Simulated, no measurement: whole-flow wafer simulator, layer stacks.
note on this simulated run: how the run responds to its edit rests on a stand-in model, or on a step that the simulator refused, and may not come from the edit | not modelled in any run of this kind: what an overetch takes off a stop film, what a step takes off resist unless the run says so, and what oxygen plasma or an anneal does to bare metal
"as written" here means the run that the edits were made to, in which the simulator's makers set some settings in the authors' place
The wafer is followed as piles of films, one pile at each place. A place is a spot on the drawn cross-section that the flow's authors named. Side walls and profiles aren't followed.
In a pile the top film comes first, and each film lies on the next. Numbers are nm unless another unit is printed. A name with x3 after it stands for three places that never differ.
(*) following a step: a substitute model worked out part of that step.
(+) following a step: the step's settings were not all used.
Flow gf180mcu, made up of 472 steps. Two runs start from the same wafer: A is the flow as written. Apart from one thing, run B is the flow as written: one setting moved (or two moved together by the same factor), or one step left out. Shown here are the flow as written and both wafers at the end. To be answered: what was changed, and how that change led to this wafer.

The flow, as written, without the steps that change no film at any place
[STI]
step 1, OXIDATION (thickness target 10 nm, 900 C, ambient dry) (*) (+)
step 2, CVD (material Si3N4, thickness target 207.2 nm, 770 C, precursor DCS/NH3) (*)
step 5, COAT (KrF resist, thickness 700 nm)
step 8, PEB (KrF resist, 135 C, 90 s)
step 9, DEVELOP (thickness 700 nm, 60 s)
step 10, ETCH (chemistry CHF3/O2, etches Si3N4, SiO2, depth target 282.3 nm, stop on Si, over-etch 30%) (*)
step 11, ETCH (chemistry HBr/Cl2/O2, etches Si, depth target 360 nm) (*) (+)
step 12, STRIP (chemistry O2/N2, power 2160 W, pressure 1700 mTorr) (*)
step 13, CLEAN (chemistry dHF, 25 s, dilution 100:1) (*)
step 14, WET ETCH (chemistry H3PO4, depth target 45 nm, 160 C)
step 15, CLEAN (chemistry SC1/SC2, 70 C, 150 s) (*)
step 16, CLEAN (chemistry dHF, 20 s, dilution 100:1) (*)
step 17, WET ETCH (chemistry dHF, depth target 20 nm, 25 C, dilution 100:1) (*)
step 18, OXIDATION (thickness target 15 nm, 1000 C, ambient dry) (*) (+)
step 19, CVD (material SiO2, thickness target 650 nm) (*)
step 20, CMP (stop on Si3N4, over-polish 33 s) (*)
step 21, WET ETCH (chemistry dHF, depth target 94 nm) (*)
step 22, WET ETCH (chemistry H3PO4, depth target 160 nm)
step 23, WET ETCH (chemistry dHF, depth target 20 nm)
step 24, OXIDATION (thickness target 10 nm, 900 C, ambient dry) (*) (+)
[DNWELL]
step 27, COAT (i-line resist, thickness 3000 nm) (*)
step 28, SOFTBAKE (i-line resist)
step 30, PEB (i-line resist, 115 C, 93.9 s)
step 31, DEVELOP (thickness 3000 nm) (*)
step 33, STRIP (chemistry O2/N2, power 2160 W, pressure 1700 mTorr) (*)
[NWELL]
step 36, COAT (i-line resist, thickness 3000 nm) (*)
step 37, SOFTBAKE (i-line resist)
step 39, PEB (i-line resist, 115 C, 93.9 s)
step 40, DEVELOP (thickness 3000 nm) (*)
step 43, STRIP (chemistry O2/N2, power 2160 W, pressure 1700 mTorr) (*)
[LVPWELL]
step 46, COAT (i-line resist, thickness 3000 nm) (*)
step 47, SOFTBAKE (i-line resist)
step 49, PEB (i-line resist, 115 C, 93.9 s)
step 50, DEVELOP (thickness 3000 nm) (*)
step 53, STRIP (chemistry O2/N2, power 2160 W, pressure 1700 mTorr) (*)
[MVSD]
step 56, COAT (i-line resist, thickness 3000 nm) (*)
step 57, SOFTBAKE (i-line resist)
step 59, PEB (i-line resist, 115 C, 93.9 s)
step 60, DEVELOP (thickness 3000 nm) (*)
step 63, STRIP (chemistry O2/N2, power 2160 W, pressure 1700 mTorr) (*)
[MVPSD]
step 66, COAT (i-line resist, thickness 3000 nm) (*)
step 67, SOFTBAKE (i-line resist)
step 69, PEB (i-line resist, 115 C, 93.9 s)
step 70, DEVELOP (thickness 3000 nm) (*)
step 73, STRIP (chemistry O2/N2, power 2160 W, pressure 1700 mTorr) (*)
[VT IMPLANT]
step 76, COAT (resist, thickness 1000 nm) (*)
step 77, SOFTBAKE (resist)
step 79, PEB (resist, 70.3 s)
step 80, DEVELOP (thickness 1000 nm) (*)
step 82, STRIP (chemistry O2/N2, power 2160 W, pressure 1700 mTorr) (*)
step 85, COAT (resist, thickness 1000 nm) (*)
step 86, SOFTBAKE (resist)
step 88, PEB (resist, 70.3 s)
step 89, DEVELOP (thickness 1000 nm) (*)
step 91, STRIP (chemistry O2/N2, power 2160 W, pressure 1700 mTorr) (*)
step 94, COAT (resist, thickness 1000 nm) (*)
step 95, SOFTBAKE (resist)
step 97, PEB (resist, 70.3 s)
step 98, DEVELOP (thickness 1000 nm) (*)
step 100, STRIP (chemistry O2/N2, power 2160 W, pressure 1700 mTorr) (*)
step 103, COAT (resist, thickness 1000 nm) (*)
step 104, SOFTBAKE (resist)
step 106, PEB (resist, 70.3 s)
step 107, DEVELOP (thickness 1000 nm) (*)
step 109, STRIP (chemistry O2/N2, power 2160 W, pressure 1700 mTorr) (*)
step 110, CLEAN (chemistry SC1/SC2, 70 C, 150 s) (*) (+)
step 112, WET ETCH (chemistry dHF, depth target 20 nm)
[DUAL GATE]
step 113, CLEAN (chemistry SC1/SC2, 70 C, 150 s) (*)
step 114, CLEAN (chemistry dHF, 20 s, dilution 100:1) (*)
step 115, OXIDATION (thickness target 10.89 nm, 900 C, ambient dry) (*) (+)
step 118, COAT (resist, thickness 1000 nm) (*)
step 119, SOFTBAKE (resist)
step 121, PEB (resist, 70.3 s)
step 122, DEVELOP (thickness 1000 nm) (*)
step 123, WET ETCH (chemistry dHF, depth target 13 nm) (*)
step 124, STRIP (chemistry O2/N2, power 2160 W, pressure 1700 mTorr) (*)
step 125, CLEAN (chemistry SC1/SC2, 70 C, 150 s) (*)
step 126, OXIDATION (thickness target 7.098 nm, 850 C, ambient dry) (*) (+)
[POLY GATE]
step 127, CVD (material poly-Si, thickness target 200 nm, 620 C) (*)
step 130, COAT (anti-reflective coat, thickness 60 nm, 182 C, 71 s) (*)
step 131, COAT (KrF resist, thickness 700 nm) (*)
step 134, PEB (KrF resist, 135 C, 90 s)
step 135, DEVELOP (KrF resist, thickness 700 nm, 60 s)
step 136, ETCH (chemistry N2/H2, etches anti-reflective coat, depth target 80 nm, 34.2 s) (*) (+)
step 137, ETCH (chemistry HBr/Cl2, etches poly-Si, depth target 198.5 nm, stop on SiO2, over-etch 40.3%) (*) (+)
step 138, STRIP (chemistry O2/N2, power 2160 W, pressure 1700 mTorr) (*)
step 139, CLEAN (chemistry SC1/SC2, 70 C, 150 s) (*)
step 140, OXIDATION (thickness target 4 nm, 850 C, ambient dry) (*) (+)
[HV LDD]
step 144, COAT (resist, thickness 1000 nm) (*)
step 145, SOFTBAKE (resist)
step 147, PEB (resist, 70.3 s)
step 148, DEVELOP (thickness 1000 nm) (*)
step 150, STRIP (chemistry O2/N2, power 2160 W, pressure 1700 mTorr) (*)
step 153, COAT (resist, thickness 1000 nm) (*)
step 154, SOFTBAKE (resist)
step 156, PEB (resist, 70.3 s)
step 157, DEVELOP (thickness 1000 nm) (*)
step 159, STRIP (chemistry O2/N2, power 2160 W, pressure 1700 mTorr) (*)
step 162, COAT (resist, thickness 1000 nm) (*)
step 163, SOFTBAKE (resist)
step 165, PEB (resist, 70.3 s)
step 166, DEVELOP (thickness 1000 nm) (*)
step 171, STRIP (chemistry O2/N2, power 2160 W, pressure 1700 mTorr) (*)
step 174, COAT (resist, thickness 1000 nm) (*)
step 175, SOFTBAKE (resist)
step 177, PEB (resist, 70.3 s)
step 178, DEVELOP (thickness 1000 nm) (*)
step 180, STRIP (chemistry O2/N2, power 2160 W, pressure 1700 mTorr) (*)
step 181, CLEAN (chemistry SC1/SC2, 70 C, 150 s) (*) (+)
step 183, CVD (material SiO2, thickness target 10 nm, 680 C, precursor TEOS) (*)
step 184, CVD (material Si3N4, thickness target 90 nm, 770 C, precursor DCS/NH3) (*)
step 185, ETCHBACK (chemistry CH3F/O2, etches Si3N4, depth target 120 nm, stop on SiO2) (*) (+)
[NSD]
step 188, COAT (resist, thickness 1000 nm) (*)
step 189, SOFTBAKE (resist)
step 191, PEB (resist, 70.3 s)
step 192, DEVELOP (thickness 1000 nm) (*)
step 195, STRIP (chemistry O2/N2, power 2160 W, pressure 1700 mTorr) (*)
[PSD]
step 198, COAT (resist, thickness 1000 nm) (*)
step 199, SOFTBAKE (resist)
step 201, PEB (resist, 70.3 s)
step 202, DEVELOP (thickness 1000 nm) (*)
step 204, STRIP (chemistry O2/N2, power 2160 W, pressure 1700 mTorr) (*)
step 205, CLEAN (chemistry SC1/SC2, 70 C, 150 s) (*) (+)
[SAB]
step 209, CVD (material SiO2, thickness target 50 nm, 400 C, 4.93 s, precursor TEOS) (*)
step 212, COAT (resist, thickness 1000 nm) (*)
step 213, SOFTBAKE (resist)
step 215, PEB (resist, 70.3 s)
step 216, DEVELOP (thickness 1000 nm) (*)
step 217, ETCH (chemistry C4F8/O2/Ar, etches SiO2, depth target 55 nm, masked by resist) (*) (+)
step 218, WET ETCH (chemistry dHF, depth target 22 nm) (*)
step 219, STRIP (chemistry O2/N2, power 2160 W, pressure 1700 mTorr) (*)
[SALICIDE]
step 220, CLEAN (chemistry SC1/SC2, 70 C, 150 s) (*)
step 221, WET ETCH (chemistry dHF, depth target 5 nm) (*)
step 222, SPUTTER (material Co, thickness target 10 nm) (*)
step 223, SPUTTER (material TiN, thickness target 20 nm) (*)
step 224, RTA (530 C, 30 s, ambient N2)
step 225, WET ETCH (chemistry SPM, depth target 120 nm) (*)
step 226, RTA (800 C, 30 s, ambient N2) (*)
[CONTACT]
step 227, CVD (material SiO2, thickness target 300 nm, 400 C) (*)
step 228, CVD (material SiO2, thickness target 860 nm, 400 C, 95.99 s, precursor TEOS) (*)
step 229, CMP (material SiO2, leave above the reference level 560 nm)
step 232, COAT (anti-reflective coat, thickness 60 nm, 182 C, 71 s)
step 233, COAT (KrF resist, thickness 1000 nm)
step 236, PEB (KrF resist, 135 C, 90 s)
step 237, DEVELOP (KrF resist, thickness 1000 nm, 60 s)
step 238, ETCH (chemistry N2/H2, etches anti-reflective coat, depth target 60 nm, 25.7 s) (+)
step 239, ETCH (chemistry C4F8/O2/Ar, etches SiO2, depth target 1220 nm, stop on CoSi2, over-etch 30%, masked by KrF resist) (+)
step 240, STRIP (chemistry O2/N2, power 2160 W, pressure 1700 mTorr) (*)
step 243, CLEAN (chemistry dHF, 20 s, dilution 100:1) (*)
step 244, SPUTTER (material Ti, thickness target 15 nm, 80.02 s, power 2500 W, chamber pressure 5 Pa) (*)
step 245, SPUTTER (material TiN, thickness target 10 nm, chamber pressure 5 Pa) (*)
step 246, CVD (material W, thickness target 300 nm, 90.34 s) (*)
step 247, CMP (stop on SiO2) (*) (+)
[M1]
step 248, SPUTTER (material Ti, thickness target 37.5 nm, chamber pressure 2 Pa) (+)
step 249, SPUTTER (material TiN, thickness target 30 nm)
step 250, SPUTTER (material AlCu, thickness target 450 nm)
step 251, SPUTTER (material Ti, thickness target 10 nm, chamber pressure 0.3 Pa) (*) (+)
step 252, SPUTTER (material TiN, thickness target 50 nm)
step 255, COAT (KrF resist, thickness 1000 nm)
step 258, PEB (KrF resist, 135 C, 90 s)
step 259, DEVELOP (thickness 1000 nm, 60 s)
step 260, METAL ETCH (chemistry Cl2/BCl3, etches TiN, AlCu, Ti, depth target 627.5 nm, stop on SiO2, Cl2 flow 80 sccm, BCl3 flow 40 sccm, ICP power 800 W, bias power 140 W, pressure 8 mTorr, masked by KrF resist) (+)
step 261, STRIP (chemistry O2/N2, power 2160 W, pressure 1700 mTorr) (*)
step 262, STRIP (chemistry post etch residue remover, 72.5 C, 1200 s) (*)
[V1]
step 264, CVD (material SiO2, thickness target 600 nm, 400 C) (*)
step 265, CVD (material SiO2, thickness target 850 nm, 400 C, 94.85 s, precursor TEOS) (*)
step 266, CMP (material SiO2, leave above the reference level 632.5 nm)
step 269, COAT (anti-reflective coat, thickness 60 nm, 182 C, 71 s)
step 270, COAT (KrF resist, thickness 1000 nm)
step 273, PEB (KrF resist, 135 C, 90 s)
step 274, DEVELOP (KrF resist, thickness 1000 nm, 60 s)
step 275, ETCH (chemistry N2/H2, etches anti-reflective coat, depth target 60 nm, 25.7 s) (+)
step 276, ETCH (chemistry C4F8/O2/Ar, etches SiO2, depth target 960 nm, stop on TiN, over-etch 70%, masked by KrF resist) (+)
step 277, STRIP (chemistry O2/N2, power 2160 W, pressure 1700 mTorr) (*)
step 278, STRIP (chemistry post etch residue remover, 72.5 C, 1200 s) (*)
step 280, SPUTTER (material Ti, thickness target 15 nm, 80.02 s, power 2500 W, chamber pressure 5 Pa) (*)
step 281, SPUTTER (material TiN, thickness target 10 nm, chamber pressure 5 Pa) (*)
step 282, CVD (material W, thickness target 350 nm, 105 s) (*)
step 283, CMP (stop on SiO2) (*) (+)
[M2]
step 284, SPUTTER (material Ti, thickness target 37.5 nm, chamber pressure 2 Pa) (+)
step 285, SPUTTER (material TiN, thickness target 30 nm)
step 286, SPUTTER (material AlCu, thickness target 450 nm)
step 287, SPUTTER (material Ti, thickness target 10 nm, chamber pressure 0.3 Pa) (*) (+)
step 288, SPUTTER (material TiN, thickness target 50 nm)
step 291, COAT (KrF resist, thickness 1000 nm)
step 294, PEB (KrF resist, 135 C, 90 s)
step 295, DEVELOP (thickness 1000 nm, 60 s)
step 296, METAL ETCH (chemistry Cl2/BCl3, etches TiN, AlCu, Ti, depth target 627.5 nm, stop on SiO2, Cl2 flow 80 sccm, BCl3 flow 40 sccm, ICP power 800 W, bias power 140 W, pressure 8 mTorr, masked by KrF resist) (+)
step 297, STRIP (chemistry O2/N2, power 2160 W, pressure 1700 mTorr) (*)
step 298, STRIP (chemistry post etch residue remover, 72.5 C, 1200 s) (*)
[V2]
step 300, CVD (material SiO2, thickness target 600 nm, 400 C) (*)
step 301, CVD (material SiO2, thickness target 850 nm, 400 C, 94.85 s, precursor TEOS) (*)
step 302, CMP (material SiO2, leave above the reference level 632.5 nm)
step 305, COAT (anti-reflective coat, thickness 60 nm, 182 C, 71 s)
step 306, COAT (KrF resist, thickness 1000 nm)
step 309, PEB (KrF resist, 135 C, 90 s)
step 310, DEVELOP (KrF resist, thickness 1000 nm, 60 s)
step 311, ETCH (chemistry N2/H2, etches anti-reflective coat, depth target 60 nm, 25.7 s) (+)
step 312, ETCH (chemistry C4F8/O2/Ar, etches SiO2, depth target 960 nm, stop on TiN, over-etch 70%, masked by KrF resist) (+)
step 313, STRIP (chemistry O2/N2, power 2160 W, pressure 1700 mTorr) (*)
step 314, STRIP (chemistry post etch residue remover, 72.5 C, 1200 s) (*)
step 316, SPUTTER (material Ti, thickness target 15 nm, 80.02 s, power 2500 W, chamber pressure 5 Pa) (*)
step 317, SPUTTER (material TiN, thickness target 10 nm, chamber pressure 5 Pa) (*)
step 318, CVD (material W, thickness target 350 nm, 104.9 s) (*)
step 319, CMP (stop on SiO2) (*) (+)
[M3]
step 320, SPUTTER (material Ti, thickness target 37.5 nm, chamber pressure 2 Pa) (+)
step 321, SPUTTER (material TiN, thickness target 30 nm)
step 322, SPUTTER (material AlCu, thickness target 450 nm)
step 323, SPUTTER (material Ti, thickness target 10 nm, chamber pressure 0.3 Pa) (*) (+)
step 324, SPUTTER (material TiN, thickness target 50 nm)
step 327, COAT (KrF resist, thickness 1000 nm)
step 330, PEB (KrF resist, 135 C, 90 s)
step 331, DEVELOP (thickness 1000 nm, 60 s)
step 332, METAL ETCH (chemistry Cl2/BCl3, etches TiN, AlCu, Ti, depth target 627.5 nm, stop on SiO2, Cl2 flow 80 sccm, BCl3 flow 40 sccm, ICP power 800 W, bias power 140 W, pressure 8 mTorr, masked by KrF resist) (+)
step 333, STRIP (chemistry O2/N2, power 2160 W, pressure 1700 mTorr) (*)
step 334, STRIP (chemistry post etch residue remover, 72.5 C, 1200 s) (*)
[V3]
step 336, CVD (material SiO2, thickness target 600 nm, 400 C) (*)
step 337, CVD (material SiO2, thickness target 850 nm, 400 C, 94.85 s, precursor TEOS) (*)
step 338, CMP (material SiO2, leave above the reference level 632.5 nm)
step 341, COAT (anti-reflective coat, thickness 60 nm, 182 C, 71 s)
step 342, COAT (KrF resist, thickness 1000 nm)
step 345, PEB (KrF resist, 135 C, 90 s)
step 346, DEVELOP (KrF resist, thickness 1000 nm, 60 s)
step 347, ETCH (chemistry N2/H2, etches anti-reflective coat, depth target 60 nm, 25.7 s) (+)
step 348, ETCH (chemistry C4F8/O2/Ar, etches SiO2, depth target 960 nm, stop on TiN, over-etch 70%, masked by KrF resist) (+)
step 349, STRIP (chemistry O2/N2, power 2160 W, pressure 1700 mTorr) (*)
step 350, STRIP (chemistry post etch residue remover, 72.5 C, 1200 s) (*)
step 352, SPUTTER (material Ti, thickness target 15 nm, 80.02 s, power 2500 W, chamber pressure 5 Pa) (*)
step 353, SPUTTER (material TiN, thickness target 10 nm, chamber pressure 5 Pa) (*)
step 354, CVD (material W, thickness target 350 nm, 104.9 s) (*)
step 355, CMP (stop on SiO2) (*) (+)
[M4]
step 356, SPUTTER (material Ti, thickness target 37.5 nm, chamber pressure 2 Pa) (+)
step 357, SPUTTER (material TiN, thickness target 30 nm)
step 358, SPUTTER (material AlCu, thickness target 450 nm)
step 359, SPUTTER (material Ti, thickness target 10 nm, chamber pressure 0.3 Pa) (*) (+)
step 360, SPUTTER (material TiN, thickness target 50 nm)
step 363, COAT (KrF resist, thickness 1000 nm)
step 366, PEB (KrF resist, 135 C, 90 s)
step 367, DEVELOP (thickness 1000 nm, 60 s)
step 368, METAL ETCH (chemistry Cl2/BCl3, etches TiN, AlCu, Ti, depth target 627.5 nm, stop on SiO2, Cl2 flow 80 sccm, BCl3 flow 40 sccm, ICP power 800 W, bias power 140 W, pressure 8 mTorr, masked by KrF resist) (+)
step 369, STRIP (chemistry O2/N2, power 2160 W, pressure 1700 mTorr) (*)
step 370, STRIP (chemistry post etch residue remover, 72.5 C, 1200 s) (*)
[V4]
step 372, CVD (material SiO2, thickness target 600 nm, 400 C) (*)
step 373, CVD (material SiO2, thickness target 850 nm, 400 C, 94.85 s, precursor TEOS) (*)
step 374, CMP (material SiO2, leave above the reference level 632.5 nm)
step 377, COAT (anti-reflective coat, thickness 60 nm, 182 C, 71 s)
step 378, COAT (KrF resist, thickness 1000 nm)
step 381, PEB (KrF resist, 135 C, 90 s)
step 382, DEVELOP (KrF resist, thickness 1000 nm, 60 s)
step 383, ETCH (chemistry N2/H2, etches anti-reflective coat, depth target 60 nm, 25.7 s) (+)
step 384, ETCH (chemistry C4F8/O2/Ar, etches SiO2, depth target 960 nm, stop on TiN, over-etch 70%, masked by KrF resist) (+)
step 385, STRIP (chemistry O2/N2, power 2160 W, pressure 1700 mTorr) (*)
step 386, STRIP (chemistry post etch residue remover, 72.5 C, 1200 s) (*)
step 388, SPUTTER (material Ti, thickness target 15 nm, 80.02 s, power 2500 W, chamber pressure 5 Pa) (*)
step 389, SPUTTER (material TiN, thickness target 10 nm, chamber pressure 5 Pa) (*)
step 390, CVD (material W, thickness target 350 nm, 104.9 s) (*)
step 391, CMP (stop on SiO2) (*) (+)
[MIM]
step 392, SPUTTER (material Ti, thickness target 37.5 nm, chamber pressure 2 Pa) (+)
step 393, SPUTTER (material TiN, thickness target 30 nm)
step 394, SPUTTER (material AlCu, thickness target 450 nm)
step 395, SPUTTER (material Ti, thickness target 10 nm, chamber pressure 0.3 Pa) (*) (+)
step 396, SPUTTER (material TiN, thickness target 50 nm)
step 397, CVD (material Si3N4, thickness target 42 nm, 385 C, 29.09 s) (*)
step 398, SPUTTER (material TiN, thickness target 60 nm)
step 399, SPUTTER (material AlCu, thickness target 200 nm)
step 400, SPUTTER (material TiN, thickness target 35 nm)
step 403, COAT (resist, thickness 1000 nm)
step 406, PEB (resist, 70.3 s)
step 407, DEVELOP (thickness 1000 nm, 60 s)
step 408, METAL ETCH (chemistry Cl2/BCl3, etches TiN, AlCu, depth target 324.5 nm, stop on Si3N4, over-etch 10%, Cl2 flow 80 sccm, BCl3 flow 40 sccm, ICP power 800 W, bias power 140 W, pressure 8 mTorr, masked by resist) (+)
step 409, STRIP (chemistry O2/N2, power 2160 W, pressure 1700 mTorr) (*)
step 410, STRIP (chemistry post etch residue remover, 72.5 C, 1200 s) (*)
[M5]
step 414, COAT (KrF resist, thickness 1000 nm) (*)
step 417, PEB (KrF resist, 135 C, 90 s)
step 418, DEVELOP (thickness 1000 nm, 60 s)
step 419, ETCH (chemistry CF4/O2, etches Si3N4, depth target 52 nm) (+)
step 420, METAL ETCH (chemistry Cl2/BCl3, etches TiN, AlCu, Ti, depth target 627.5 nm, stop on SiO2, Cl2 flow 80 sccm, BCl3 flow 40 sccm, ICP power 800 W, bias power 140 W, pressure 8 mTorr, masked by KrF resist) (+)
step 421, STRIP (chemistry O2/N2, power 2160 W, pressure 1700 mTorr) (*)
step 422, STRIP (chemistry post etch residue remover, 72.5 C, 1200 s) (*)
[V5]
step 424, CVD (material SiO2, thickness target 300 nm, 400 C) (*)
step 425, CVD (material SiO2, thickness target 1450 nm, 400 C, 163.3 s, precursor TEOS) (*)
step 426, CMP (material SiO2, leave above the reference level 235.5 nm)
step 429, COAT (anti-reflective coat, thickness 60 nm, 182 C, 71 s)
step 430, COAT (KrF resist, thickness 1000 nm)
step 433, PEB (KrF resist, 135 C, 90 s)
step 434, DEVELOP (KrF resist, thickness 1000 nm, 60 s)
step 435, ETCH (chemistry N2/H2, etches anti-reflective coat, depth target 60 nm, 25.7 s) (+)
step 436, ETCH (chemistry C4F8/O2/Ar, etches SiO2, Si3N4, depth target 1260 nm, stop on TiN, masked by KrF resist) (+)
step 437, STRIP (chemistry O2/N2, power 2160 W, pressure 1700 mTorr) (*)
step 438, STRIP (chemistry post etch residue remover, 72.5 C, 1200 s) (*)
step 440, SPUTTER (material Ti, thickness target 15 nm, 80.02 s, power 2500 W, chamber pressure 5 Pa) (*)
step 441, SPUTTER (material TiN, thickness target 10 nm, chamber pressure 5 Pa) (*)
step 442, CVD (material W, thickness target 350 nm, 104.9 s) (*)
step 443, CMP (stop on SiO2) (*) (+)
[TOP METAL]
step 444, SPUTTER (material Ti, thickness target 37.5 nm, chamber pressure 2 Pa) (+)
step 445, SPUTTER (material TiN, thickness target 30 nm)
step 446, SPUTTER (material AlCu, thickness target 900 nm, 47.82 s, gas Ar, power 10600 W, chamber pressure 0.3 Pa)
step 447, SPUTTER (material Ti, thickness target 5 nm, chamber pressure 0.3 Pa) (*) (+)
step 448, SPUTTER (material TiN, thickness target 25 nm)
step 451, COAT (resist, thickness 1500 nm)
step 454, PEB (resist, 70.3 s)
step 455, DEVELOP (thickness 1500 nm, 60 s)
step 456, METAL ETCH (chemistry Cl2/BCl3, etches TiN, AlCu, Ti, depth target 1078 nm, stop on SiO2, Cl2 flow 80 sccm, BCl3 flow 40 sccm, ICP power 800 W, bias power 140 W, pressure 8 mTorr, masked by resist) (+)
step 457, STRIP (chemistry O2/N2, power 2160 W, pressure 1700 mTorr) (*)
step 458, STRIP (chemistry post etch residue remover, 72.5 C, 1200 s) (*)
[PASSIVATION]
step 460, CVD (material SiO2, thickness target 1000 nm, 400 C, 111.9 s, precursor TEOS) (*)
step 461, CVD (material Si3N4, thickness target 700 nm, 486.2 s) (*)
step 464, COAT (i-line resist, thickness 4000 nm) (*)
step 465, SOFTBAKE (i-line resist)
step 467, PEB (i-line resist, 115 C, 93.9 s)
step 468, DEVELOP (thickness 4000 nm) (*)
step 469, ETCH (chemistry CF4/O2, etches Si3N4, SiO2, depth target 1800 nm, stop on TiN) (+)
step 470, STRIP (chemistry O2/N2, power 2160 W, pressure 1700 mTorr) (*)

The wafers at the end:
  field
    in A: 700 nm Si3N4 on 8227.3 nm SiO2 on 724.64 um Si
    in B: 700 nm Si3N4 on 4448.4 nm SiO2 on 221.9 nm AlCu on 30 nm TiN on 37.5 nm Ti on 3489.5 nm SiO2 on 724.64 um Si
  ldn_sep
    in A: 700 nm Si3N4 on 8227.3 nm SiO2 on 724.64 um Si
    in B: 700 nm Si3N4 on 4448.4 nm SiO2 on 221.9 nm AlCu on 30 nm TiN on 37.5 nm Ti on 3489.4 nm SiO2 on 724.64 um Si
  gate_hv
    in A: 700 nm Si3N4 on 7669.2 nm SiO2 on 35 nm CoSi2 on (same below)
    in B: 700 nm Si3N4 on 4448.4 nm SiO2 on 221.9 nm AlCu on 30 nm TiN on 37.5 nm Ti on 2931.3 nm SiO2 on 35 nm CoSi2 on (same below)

What caused this: step 332, METAL ETCH: depth target 282.4 nm was run, though the flow has depth target 627.5 nm.

How this came from the change, step by step:
  step 332, METAL ETCH (chemistry Cl2/BCl3, etches TiN, AlCu, Ti, depth target 627.5 nm, stop on SiO2, Cl2 flow 80 sccm, BCl3 flow 40 sccm, ICP power 800 W, bias power 140 W, pressure 8 mTorr, masked by KrF resist) (+)
      field, field__w1, field__w2 and 103 more: A -50 TiN (all of it), -10 Ti (all of it), -450 AlCu (all of it), -30 TiN (all of it), -37.5 Ti (all of it) | B -50 TiN (all of it), -10 Ti (all of it), -222.4 AlCu
      field__w8, contact, m1, m1__w1, m1_nw: A -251 KrF resist | B -113 KrF resist
  step 333, STRIP (chemistry O2/N2, power 2160 W, pressure 1700 mTorr) (*)
      field__w8, contact, m1, m1__w1, m1_nw: A -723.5 KrF resist (all of it) | B -861.6 KrF resist (all of it)
  step 334, STRIP (chemistry post etch residue remover, 72.5 C, 1200 s) (*)
      field, field__w1, field__w2 and 103 more: A nothing | B -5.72 AlCu
  step 336, CVD (material SiO2, thickness target 600 nm, 400 C) (*)
      field, field__w1, field__w2 and 103 more: A +600 SiO2 | B +600 SiO2 (new film)
  step 338, CMP (material SiO2, leave above the reference level 632.5 nm)
      field, field__w1, field__w2 and 103 more: A -300 SiO2 | B -589.4 SiO2
Taking metal films that touch as one body, field has 1 body; the flow as written gives 0 bodies.
Taking metal films that touch as one body, ldn_sep has 1 body; the flow as written gives 0 bodies.
Taking metal films that touch as one body, gate_hv has 2 bodies (between them, from the top down: SiO2 2931.3); the flow as written gives 1 body.
